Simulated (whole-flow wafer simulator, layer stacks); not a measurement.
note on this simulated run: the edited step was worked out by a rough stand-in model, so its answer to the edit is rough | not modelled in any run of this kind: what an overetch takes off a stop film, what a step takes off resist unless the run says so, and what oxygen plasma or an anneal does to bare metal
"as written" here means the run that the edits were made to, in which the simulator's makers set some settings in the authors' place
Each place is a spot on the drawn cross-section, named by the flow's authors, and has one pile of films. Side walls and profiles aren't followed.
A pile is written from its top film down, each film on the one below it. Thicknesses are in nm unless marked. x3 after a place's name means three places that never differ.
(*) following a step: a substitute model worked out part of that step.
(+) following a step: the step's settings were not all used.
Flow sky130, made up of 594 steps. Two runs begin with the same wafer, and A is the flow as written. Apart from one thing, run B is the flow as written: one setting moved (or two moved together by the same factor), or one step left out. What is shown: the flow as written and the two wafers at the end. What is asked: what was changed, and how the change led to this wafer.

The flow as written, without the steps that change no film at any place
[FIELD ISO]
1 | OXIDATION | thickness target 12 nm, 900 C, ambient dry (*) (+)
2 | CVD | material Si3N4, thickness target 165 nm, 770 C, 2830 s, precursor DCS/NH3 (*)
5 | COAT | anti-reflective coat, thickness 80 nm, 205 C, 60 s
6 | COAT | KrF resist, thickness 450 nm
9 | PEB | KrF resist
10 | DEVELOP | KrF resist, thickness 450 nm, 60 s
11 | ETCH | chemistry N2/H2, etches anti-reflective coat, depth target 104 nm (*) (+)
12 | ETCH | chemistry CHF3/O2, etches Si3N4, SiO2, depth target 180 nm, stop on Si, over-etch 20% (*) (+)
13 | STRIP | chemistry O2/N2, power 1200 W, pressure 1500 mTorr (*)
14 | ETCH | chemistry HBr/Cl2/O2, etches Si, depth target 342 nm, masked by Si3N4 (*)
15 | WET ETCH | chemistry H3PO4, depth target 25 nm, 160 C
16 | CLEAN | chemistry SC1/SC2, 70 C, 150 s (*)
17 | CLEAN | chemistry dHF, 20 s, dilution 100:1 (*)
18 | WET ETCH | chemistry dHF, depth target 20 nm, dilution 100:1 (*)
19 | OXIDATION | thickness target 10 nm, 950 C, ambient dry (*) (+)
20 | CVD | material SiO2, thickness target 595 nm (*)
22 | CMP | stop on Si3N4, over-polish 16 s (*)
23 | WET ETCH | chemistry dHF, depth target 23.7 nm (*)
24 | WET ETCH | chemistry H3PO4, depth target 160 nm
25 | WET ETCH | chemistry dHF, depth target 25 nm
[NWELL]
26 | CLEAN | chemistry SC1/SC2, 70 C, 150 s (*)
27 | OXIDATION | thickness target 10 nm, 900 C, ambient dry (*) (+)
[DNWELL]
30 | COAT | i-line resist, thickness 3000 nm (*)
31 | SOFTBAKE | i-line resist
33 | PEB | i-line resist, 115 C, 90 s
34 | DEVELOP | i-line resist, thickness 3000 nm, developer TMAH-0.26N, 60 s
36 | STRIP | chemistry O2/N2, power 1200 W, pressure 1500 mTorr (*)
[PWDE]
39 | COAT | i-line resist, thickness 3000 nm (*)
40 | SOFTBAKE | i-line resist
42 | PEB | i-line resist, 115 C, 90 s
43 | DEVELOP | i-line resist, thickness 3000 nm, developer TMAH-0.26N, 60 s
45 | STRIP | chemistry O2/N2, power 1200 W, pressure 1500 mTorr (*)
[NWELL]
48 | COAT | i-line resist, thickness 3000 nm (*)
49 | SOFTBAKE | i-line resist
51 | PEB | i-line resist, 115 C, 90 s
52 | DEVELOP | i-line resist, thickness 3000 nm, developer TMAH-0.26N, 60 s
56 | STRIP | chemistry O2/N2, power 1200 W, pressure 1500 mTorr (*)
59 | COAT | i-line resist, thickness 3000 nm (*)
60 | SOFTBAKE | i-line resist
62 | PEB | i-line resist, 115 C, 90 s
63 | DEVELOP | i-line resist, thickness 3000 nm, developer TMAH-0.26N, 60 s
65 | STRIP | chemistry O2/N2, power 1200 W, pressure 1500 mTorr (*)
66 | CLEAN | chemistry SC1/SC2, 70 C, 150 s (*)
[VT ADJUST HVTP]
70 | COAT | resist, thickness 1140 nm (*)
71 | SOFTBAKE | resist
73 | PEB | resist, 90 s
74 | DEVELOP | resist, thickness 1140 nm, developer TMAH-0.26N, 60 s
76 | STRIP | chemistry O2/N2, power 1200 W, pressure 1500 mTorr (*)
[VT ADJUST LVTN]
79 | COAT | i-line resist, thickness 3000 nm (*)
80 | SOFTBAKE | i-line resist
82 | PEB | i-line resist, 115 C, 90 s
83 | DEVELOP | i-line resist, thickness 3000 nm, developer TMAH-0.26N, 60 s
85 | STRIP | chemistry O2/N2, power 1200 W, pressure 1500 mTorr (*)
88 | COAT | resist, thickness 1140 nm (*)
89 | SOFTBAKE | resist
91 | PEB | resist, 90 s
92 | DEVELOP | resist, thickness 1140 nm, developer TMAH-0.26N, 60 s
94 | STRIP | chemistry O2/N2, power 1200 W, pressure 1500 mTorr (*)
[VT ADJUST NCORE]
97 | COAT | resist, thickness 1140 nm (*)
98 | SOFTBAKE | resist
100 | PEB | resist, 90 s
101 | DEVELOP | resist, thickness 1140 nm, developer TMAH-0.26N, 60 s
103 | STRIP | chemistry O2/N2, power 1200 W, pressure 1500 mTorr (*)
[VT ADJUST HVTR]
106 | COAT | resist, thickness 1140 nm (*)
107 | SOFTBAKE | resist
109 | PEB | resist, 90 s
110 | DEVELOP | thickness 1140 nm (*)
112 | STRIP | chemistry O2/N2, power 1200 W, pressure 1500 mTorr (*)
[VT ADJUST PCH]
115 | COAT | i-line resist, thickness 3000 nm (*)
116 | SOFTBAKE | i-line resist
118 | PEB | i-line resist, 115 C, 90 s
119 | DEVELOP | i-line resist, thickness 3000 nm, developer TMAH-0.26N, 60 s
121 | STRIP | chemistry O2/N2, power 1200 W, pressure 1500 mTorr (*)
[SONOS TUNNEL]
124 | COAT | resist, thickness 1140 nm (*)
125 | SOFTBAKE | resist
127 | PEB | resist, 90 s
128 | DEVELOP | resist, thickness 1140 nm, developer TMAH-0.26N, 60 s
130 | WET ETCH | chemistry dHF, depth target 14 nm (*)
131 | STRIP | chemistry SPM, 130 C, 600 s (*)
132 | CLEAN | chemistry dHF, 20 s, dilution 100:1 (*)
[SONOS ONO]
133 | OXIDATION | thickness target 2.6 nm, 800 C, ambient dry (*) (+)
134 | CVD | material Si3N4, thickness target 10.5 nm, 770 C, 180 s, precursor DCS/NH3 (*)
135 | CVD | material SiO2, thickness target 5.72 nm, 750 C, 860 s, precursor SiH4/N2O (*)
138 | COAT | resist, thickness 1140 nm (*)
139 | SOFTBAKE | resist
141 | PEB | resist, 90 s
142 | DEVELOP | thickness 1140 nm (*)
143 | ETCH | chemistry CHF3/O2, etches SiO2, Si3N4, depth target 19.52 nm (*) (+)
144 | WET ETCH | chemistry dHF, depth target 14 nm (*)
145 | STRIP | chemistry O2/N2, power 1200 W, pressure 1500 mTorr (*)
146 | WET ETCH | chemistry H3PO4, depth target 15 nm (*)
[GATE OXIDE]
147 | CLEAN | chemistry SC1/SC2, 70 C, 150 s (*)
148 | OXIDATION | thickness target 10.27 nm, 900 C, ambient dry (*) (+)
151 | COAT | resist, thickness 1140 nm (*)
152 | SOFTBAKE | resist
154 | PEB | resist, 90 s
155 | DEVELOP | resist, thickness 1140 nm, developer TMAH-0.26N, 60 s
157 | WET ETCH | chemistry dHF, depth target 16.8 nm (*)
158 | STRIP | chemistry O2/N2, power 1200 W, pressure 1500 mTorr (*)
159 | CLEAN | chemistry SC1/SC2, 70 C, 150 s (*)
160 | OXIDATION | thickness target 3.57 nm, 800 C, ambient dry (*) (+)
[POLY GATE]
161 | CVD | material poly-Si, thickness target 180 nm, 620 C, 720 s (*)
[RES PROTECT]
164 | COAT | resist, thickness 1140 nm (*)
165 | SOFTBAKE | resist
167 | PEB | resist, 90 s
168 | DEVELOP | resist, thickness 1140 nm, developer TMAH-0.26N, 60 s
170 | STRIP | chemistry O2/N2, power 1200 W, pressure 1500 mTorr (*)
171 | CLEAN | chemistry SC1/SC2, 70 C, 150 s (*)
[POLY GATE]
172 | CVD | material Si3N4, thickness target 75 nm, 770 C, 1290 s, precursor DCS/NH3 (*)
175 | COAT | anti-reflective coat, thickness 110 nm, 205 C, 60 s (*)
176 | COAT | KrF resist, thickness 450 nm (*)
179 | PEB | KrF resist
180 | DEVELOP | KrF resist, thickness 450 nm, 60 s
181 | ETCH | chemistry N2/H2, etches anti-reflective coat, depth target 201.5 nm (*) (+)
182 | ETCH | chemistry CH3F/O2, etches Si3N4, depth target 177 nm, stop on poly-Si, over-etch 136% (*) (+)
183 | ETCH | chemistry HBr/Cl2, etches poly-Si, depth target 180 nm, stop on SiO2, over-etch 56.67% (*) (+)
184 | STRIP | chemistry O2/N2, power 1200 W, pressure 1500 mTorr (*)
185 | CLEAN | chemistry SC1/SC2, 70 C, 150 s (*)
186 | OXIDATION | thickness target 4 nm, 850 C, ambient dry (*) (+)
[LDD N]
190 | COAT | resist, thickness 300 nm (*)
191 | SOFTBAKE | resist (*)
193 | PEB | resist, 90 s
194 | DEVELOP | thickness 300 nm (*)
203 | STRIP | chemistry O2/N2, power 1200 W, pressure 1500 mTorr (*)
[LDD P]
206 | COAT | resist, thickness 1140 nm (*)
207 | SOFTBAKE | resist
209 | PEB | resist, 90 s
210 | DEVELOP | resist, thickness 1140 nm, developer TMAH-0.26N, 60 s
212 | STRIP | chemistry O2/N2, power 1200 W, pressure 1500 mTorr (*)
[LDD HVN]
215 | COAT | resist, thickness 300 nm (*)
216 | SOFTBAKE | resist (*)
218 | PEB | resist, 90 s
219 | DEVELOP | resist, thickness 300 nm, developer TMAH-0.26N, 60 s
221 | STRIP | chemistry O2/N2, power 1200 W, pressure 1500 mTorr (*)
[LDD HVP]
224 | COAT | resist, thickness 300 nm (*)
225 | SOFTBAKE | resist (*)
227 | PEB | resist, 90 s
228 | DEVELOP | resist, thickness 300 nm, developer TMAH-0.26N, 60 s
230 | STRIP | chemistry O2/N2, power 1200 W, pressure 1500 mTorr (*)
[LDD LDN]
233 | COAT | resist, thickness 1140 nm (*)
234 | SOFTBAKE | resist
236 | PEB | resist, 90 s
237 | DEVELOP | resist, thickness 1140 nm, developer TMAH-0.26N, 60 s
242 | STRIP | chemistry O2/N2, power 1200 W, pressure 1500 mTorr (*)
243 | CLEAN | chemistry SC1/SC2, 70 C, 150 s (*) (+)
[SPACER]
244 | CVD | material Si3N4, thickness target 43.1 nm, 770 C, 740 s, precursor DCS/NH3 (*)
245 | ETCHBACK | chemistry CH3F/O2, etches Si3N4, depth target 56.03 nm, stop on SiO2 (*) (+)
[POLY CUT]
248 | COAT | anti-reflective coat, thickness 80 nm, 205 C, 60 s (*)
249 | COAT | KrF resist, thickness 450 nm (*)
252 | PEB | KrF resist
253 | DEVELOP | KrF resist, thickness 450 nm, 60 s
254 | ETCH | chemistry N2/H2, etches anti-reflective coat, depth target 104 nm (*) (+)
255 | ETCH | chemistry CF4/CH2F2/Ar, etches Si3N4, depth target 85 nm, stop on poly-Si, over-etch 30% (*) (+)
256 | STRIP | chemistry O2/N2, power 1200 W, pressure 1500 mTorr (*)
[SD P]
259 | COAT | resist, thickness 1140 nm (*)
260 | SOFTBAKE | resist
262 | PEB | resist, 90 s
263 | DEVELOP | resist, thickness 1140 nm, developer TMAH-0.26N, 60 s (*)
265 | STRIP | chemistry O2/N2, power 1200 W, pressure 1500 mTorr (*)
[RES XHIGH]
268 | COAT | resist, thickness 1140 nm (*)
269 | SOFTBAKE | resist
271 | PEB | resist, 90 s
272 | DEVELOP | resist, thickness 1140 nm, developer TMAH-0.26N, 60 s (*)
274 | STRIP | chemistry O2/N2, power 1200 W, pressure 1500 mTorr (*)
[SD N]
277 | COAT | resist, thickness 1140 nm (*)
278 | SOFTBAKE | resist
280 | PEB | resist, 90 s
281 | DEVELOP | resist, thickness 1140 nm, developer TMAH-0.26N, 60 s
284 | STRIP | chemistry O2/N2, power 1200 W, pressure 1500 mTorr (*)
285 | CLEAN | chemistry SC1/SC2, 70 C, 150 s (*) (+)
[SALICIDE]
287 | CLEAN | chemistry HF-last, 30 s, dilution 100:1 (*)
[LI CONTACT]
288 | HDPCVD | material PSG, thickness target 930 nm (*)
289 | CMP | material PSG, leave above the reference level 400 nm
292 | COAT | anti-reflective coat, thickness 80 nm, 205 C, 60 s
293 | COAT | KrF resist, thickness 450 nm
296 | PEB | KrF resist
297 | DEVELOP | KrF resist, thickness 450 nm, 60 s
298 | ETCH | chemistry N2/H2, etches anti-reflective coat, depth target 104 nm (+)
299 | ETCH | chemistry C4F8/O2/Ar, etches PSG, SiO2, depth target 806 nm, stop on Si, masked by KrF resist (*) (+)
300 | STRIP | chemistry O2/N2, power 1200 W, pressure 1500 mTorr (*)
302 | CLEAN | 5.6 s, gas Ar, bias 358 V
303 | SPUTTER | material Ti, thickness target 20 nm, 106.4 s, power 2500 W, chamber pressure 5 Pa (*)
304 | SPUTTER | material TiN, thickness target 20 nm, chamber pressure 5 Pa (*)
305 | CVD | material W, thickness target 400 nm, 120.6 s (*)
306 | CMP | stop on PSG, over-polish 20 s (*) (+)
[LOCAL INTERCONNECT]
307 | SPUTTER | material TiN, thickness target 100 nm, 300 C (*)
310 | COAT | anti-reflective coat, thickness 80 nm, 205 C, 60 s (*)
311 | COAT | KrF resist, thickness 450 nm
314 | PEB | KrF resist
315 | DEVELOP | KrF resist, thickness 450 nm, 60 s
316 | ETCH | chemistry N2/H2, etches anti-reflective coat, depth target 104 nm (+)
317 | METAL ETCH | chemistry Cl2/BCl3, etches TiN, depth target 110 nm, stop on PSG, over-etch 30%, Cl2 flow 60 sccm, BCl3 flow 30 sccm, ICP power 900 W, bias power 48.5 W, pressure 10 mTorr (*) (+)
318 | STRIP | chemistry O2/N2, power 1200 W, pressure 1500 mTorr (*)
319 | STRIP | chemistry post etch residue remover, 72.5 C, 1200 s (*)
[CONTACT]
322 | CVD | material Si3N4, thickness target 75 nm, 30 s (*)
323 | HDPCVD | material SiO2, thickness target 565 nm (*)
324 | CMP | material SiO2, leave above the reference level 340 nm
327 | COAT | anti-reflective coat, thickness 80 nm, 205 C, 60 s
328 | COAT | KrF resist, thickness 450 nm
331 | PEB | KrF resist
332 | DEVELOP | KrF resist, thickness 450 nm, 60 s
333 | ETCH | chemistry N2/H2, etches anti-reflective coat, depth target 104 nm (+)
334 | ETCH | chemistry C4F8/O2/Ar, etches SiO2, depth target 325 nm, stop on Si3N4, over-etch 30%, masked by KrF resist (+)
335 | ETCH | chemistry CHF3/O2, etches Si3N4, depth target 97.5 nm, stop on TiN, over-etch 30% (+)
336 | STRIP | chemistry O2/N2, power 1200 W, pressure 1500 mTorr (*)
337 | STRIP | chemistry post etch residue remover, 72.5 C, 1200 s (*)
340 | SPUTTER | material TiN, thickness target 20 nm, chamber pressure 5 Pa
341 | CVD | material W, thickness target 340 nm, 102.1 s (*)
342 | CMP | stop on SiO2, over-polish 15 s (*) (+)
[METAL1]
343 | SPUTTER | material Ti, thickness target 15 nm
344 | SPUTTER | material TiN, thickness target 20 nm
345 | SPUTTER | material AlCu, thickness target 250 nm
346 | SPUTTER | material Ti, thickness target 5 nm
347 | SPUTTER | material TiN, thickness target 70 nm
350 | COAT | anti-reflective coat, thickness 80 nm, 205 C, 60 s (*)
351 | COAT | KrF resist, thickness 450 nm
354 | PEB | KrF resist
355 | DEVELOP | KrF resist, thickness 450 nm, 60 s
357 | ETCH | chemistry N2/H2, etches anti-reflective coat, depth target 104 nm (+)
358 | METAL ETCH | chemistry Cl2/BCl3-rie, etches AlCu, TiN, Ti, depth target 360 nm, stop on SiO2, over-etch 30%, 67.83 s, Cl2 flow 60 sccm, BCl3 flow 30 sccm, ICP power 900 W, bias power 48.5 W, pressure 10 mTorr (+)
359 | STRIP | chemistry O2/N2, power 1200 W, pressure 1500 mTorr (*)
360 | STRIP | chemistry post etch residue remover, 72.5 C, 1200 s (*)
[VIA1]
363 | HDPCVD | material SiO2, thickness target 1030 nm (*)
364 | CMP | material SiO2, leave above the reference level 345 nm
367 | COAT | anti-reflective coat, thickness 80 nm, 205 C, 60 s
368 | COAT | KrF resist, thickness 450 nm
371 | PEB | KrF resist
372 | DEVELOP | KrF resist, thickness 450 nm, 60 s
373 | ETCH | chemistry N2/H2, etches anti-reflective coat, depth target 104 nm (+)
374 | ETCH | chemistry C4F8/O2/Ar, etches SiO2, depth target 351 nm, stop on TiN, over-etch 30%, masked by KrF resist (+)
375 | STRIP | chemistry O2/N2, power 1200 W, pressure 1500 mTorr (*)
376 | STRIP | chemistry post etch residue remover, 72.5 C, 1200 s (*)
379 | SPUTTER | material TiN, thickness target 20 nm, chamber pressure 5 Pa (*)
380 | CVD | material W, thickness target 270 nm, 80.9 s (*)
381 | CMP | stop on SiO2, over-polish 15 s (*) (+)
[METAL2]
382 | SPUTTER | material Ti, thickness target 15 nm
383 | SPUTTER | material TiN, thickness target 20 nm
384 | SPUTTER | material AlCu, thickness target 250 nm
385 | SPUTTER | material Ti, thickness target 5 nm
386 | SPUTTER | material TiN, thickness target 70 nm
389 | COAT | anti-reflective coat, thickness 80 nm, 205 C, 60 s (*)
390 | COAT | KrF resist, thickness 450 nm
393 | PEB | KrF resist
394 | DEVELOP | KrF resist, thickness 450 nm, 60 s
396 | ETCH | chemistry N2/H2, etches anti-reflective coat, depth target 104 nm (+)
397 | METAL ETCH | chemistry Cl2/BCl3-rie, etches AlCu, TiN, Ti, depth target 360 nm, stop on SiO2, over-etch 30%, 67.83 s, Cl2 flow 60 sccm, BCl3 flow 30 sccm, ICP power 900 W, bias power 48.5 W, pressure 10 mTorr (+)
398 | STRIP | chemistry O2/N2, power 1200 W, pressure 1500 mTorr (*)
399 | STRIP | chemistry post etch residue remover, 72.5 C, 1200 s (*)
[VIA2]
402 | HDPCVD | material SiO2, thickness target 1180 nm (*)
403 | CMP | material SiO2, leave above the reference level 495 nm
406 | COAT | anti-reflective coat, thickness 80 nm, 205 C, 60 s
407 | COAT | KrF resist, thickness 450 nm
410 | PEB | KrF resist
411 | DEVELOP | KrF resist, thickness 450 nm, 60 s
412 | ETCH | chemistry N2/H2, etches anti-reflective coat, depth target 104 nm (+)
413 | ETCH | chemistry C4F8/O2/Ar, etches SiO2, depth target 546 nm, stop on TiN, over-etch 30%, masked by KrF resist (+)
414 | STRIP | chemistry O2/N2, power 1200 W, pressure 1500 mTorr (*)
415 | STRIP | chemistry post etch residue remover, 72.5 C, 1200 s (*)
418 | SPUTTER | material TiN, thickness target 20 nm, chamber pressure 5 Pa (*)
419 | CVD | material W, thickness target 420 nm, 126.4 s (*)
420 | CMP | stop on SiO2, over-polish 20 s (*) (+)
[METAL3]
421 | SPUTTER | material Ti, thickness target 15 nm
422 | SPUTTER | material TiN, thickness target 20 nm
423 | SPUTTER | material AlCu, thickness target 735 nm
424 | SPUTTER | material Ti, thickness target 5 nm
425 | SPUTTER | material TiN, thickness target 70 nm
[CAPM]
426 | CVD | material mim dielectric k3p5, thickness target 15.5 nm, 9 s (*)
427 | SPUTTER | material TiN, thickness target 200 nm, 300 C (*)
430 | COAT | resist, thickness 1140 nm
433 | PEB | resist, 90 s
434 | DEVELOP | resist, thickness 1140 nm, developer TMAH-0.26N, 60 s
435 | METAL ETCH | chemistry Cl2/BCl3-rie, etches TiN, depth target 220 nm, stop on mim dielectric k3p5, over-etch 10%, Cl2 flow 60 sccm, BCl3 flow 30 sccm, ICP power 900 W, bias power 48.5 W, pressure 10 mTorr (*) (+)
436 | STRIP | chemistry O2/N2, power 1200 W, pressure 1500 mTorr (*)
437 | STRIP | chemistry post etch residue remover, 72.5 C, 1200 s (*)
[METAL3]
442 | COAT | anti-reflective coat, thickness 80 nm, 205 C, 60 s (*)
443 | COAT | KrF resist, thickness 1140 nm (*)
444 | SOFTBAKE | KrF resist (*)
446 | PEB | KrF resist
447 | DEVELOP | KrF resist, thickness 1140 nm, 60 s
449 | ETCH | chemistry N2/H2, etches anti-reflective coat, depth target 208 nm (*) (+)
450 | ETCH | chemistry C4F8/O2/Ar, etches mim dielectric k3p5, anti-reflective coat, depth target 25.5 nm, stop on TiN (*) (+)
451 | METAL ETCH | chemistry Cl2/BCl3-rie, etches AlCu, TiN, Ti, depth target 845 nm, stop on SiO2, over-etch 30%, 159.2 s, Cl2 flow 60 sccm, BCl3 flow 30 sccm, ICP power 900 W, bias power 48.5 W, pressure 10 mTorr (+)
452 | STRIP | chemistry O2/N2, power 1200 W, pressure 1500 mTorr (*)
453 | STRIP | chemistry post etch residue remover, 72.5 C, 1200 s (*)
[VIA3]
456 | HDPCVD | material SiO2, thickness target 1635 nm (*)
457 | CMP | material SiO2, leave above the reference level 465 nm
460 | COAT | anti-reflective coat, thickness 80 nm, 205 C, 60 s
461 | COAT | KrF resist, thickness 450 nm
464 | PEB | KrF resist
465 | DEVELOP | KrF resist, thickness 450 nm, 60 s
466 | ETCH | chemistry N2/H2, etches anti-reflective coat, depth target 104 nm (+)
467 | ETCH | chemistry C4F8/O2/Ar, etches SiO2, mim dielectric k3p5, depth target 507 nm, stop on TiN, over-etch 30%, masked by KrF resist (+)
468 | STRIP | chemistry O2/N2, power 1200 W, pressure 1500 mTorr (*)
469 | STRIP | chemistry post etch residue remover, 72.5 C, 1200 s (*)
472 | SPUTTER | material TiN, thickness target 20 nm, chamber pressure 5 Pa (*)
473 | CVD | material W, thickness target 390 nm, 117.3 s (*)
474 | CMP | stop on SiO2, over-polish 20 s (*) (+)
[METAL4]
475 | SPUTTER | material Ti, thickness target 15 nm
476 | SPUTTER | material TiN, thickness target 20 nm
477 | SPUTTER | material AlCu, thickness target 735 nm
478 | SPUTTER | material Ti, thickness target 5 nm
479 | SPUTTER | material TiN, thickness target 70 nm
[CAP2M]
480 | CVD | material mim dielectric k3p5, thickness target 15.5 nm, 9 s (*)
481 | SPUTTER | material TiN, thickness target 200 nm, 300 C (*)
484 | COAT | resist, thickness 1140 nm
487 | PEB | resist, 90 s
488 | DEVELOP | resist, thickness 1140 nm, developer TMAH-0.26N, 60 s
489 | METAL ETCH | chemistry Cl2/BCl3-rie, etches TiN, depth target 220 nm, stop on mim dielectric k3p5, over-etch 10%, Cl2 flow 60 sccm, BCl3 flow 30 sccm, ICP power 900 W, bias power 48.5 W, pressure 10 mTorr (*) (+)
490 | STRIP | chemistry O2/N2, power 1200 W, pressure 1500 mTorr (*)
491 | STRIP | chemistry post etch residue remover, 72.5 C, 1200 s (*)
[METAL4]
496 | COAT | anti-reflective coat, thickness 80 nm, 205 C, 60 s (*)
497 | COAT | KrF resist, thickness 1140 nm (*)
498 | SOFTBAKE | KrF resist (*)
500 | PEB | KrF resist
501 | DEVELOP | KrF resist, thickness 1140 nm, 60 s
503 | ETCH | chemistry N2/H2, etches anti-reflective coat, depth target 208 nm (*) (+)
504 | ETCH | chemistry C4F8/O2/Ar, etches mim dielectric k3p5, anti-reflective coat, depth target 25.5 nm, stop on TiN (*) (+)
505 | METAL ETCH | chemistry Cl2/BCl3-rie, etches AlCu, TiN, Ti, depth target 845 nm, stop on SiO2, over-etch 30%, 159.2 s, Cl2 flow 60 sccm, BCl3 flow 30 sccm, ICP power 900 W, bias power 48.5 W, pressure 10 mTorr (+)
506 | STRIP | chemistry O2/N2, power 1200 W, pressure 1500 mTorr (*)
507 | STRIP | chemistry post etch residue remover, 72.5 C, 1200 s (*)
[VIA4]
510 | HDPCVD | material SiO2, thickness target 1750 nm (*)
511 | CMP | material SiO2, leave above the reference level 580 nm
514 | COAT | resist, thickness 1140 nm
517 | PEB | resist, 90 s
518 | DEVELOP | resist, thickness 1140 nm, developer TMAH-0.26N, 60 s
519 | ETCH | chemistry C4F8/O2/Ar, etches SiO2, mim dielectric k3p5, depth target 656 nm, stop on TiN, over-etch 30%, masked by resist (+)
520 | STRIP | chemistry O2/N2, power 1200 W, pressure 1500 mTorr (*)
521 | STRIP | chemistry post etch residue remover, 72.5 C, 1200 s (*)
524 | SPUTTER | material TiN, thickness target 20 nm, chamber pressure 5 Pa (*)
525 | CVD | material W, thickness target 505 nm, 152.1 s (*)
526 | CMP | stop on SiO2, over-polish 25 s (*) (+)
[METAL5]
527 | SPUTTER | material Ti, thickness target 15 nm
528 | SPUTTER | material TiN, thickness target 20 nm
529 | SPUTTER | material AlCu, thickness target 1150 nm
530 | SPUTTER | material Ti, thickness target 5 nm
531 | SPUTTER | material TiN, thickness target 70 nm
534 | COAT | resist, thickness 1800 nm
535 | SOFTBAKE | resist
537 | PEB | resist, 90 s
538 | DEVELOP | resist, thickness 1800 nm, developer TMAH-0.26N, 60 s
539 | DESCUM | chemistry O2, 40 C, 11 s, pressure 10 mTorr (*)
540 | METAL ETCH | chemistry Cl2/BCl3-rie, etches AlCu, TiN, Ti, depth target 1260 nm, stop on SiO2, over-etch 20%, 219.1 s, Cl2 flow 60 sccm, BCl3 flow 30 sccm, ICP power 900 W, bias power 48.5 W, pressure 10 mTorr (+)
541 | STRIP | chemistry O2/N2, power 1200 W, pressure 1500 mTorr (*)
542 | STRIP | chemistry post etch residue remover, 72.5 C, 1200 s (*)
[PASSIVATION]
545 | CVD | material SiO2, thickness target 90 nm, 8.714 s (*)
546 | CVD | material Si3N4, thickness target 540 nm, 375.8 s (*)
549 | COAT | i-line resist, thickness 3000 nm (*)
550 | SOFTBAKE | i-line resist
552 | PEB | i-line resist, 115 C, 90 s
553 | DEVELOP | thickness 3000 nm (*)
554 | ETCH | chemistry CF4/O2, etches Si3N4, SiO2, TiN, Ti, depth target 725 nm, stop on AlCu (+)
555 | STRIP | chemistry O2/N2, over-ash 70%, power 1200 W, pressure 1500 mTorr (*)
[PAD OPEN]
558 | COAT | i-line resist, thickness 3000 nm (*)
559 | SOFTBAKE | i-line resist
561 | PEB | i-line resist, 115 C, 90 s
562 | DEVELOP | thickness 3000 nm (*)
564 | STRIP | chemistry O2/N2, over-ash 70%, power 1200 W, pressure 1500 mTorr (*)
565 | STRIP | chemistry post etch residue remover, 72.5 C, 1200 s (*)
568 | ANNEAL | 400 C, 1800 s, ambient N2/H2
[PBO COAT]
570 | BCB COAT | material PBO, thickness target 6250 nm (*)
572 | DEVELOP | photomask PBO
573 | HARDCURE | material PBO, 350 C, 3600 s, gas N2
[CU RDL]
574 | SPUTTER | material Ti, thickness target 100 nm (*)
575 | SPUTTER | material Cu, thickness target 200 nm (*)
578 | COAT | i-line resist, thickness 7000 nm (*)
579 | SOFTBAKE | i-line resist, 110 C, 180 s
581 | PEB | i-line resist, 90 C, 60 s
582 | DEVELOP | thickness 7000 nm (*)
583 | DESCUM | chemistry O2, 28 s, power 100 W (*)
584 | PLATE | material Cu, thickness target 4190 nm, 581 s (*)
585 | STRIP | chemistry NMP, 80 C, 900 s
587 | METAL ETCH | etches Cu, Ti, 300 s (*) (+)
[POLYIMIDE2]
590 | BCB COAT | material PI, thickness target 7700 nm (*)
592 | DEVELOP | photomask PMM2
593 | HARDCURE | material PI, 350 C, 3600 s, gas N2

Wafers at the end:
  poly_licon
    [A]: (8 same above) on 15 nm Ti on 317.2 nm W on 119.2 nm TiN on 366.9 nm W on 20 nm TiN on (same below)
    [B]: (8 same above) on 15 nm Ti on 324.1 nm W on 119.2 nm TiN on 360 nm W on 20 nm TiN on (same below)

The reason: step 305, CVD: thickness target 360 nm was run, while the flow as written has thickness target 400 nm.

Step by step, how the change led to this:
  305 | CVD | material W, thickness target 400 nm, 120.6 s (*)
      field, active, n_well and 185 more: A +400 W (new film) | B +360 W (new film)
      ndiff_licon: A +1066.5 W (new film) | B +1026.5 W (new film)
      (also at 2 further places)
  306 | CMP | stop on PSG, over-polish 20 s (*) (+)
      poly_licon: A -33.1 W | B nothing
      field, active, n_well and 184 more: A -400 W (all of it), -20 TiN (all of it), -20 Ti (all of it), -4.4 PSG | B -360 W (all of it), -20 TiN (all of it), -20 Ti (all of it), -4.4 PSG
      (also at 3 further places)
  310 | COAT | anti-reflective coat, thickness 80 nm, 205 C, 60 s (*)
      poly_licon: A +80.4 anti-reflective coat (new film) | B +87.3 anti-reflective coat (new film)
  318 | STRIP | chemistry O2/N2, power 1200 W, pressure 1500 mTorr (*)
      poly_licon: A -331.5 KrF resist (all of it), -80.4 anti-reflective coat (all of it) | B -331.5 KrF resist (all of it), -87.3 anti-reflective coat (all of it)
  324 | CMP | material SiO2, leave above the reference level 340 nm
      poly_licon: A -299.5 SiO2 | B -292.6 SiO2
  334 | ETCH | chemistry C4F8/O2/Ar, etches SiO2, depth target 325 nm, stop on Si3N4, over-etch 30%, masked by KrF resist (+)
      poly_licon: A -264.9 SiO2 (all of it) | B -271.8 SiO2 (all of it)
  342 | CMP | stop on SiO2, over-polish 15 s (*) (+)
      poly_licon: A -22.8 W | B -15.9 W
